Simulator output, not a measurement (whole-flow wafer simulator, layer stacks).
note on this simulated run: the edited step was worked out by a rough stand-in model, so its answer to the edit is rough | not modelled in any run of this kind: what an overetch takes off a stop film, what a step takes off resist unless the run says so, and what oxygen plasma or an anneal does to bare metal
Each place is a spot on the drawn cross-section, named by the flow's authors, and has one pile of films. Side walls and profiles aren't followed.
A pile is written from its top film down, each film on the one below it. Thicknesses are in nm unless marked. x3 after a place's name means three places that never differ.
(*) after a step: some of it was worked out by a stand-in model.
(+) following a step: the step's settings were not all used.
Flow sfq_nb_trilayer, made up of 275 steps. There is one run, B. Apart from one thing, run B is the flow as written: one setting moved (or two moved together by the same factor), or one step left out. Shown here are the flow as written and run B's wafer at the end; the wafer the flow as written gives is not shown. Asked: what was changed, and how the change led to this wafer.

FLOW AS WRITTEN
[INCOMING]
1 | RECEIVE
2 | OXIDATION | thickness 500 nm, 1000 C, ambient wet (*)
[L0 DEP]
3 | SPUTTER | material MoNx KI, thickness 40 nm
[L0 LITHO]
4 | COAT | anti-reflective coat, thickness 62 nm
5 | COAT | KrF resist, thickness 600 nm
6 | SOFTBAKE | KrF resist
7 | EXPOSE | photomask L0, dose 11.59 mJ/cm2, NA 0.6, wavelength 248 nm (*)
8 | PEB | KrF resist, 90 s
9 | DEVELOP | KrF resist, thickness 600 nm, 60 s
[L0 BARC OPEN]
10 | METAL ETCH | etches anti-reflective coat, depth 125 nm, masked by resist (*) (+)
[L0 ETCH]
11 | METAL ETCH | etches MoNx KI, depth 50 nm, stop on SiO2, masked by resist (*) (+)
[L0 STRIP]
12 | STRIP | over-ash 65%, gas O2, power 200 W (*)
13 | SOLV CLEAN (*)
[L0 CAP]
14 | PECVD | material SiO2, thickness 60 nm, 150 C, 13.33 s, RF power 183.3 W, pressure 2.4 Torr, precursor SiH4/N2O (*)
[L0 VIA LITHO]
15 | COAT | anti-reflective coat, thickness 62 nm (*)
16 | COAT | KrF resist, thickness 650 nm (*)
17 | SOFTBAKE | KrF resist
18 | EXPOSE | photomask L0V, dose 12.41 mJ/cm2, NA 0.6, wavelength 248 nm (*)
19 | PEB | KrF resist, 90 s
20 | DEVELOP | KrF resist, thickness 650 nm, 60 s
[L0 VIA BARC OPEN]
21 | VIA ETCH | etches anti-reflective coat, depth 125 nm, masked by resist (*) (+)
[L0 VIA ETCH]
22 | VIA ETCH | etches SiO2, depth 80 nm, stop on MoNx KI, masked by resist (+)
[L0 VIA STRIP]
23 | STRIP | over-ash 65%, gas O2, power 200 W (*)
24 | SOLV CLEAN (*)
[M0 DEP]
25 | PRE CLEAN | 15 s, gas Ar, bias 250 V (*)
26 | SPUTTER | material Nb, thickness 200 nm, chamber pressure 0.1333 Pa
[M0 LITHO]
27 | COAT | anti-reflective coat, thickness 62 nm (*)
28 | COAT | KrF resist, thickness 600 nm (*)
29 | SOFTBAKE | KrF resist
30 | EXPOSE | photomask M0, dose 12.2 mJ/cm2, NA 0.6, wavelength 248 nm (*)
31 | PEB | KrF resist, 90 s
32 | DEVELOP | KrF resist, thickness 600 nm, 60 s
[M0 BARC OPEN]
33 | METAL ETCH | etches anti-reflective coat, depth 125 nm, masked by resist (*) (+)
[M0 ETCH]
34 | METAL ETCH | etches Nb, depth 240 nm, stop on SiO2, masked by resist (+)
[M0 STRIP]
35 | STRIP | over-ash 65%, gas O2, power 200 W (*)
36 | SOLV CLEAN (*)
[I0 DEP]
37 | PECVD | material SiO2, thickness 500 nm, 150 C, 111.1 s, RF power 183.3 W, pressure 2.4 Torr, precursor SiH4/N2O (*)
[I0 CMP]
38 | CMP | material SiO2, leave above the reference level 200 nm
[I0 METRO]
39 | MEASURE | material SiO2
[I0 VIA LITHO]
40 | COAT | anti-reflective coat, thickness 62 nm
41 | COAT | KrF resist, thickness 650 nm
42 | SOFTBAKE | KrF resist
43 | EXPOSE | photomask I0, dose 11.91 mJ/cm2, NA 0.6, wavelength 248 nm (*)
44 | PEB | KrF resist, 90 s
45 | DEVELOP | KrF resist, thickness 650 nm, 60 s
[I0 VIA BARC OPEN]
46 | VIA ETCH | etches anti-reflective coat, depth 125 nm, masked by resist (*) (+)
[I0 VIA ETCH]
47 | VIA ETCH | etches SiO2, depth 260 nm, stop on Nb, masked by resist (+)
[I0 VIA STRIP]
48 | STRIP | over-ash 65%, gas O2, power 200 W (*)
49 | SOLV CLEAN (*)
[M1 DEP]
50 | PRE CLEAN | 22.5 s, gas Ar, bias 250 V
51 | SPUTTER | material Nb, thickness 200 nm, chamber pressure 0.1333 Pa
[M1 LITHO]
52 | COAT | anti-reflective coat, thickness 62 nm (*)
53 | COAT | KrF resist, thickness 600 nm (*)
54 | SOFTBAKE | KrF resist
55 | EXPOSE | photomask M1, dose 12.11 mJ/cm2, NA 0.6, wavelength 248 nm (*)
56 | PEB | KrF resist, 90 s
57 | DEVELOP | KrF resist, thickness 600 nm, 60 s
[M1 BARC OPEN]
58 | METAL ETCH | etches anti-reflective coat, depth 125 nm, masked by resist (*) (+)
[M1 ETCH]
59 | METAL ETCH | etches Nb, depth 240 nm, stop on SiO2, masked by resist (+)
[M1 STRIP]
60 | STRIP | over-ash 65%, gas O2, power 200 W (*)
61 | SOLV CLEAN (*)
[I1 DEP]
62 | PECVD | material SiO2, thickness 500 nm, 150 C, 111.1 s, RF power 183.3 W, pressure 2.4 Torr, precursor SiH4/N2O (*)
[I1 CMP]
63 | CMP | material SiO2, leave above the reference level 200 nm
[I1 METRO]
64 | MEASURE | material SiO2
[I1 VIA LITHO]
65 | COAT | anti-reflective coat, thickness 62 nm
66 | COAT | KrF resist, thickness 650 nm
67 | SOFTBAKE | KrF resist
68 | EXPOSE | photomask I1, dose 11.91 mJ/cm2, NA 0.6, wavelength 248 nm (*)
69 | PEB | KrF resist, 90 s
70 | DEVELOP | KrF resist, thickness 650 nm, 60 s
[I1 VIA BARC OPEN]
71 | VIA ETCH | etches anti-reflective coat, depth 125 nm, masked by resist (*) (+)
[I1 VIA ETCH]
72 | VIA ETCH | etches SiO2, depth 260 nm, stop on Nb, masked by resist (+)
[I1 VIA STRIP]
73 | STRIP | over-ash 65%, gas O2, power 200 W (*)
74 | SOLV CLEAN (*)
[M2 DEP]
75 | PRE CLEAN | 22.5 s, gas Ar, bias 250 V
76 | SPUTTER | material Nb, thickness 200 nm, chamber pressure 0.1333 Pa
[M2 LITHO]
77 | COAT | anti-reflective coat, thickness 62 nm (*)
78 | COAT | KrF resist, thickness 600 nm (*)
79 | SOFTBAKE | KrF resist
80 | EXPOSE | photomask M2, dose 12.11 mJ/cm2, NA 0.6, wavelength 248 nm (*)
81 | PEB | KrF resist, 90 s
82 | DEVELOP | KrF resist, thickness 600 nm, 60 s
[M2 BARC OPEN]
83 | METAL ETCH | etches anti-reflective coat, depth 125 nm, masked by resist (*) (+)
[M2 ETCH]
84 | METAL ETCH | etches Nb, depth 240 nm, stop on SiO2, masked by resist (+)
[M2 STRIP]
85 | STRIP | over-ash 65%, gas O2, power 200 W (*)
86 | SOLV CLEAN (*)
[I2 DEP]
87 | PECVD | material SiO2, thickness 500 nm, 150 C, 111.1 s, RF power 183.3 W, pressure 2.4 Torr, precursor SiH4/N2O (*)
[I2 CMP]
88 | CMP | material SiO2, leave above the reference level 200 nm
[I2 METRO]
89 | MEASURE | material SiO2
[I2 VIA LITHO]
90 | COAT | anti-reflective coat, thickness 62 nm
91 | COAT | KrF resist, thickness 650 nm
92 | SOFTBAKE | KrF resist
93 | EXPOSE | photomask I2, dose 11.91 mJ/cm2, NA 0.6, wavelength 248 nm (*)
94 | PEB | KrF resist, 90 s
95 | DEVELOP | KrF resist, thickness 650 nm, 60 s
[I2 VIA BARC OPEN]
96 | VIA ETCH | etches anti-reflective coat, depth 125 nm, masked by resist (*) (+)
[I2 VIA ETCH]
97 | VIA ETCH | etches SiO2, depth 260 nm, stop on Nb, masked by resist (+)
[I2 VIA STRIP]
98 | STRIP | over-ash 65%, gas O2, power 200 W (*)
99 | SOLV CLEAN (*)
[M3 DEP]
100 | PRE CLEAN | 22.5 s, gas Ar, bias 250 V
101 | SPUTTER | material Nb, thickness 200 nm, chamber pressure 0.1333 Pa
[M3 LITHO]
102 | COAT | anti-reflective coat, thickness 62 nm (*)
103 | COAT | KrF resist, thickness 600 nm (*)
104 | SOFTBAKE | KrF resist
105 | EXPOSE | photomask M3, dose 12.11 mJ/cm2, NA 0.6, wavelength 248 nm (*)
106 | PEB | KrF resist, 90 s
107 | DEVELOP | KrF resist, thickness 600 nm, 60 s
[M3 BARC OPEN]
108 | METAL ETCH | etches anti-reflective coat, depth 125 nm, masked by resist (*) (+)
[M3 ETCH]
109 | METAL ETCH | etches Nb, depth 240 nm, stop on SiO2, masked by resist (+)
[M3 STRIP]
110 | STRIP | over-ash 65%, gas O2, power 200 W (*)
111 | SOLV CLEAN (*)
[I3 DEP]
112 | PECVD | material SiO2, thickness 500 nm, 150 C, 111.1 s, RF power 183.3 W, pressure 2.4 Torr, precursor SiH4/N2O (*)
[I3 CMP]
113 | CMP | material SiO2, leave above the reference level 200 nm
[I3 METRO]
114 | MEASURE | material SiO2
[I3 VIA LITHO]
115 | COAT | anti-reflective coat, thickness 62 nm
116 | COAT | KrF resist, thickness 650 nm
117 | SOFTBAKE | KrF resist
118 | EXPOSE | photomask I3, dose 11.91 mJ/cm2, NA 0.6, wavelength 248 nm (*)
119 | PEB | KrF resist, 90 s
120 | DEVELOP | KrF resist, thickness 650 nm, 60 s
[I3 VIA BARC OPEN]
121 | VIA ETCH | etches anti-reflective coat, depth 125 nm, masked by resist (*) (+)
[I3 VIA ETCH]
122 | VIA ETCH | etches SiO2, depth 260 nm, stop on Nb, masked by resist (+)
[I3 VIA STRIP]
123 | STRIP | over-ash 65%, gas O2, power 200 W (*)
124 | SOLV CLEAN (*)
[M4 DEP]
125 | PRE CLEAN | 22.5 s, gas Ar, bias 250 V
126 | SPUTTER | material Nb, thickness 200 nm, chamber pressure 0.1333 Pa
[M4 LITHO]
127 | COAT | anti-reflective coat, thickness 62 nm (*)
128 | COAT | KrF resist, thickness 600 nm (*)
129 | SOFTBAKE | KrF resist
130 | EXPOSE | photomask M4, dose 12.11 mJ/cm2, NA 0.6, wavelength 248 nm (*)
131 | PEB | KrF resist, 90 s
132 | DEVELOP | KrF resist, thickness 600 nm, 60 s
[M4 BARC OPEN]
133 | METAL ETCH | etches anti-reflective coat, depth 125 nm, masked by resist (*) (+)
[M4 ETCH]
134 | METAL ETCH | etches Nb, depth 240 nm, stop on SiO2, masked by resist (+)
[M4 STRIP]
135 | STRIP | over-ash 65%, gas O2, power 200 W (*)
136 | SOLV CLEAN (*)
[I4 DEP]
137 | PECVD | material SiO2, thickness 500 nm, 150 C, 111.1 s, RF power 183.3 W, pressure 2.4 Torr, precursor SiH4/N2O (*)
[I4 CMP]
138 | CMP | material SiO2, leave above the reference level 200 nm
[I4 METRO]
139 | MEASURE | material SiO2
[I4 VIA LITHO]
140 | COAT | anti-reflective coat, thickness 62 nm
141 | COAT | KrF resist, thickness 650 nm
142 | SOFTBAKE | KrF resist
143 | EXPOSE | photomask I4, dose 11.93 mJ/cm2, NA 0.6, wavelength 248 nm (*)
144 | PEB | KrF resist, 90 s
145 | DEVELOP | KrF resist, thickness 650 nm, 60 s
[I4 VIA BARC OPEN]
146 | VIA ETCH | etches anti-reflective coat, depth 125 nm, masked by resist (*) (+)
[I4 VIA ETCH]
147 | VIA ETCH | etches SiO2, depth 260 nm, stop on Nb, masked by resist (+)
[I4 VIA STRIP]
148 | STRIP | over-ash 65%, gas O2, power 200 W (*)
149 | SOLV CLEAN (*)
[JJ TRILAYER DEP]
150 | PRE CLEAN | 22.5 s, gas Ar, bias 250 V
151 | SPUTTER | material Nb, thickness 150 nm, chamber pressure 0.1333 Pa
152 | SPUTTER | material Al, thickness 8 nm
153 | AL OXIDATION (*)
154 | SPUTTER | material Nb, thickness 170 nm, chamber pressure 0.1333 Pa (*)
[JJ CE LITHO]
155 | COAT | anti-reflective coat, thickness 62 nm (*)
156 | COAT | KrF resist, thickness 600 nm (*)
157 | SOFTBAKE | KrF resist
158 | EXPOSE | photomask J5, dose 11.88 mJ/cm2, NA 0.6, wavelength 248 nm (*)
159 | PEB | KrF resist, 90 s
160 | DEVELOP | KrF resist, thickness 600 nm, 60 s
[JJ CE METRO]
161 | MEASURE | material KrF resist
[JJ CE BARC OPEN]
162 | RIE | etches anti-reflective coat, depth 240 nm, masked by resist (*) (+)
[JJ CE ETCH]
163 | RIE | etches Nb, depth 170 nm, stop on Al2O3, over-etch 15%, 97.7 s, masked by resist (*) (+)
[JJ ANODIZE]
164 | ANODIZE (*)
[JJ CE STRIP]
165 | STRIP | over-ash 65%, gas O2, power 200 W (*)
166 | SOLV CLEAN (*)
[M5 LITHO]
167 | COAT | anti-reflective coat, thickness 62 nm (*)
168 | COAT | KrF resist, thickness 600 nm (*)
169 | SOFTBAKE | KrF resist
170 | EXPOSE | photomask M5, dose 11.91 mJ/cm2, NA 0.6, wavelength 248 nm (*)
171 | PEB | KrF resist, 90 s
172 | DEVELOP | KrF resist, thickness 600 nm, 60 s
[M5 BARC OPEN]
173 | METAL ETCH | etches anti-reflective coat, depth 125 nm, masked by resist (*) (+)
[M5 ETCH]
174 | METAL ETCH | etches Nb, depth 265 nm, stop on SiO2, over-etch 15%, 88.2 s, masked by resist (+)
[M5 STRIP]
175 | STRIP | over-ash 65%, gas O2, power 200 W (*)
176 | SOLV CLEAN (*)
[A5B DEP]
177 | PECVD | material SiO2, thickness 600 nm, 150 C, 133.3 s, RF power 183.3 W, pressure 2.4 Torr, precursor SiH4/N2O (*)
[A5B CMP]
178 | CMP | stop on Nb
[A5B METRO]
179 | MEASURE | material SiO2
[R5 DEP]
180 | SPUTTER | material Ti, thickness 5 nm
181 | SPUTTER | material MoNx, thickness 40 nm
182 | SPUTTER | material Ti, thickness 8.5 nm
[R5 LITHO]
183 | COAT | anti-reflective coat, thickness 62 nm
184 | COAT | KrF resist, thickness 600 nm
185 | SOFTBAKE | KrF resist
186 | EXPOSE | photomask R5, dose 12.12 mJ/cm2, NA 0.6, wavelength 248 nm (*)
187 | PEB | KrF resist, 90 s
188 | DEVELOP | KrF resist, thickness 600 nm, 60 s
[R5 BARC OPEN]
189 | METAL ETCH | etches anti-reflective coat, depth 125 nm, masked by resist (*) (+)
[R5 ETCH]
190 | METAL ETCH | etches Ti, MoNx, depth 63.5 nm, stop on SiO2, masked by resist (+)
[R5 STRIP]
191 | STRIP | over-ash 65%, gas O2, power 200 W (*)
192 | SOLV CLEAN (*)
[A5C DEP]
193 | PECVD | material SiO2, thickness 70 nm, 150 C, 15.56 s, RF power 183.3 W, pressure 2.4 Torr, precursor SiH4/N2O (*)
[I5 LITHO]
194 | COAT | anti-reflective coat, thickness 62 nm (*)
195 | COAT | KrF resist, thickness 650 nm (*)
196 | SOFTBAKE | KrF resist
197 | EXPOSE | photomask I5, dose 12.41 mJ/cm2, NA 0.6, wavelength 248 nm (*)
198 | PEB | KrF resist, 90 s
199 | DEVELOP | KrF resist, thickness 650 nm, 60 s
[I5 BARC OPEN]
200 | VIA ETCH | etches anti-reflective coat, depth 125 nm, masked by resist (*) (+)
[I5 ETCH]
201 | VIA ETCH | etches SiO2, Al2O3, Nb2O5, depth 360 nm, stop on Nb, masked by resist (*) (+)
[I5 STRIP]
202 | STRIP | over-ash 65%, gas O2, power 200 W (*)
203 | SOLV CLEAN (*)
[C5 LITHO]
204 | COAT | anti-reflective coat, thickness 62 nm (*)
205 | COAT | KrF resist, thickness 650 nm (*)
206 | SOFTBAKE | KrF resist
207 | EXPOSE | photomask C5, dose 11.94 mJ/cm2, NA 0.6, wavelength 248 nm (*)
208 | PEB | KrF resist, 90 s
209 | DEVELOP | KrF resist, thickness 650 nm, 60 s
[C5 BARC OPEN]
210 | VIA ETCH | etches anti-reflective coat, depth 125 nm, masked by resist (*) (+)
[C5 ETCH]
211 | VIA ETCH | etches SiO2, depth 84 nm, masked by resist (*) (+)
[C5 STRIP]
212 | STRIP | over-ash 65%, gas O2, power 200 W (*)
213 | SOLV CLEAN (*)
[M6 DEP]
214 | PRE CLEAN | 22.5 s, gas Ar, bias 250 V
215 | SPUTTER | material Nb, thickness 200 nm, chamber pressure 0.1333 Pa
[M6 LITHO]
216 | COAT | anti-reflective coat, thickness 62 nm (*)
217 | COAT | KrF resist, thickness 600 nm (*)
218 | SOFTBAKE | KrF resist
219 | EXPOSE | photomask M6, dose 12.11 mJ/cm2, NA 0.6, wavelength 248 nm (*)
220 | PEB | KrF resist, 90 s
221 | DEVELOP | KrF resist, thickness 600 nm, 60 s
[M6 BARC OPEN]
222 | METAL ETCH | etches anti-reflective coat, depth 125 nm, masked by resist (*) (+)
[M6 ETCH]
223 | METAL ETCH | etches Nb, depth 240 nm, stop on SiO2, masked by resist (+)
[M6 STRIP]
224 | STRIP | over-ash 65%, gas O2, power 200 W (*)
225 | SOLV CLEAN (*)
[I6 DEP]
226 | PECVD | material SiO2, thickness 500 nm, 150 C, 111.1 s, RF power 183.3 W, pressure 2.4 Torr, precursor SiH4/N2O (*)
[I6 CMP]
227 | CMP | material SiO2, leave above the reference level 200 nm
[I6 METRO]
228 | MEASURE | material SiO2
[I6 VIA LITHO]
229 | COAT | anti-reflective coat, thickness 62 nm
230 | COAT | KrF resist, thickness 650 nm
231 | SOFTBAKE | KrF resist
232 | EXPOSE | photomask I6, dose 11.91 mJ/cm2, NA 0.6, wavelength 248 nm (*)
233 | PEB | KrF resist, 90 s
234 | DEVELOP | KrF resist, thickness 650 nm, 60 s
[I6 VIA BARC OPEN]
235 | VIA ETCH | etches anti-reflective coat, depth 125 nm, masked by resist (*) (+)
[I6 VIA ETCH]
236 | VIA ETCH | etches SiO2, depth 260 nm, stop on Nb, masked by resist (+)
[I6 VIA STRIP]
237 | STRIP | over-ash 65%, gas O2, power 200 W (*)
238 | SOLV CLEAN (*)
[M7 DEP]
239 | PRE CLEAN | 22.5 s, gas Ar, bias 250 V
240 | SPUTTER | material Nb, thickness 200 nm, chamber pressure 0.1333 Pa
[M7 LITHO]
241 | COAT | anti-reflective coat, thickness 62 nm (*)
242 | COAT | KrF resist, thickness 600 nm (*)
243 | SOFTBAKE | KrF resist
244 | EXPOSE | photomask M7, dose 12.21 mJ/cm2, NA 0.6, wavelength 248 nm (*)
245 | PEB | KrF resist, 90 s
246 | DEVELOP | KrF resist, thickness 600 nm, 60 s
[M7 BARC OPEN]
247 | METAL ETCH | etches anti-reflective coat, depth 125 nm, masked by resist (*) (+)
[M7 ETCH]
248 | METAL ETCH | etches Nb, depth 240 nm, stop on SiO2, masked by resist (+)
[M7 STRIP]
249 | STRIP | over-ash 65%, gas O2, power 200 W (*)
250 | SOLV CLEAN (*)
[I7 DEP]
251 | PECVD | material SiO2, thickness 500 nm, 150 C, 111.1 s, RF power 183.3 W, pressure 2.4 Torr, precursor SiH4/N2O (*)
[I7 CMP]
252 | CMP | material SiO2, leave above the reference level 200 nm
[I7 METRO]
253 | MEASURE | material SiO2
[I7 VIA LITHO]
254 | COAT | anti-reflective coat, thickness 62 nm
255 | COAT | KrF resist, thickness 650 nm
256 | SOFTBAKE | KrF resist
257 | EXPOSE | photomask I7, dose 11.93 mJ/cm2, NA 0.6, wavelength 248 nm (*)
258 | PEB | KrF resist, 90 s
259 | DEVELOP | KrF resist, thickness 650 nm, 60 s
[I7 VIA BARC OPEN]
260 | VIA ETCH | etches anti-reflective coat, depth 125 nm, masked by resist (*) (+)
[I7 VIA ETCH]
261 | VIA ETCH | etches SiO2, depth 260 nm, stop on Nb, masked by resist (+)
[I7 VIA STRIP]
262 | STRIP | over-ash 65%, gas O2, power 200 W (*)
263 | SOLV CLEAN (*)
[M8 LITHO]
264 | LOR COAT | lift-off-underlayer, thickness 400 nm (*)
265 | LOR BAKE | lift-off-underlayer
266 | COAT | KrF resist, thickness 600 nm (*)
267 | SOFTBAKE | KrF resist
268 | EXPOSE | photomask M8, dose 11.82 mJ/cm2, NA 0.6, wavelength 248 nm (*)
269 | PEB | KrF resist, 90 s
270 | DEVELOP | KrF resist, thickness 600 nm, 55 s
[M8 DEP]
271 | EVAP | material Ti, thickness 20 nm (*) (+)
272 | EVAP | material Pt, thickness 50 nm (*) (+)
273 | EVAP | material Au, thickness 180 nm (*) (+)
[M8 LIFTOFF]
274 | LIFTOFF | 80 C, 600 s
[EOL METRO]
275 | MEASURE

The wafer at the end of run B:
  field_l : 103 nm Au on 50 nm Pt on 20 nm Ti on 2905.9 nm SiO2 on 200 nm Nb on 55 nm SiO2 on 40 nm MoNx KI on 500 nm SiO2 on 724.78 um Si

What caused this: step 273, EVAP: thickness 103 nm was run, whereas the flow has thickness 180 nm.
One can read it off the wafer: field_l has Au 103, and step 273 as written asks for 180 nm.

How this came from the change, step by step:
  273 | EVAP | material Au, thickness 180 nm (*) (+)
      field_l, v_sur, via_wl and 103 more: Au gains 103 (new film) (it would be, as written: Au gains 180 (new film))
  274 | LIFTOFF | 80 C, 600 s
      p4_fl, p4_fm, p4_w1 and 71 more: Au loses 103 (all of it), Pt loses 50 (all of it), Ti loses 20 (all of it), KrF resist loses 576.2 (all of it), lift-off-underlayer loses 400 (all of it) (it would be, as written: Au loses 180 (all of it), Pt loses 50 (all of it), Ti loses 20 (all of it), KrF resist loses 576.2 (all of it), lift-off-underlayer loses 400 (all of it))
      c5j, ce_r: Au loses 103 (all of it), Pt loses 50 (all of it), Ti loses 20 (all of it), KrF resist loses 573.3 (all of it), lift-off-underlayer loses 399.3 (all of it) (it would be, as written: Au loses 180 (all of it), Pt loses 50 (all of it), Ti loses 20 (all of it), KrF resist loses 573.3 (all of it), lift-off-underlayer loses 399.3 (all of it))
      (as well as at 19 more places)
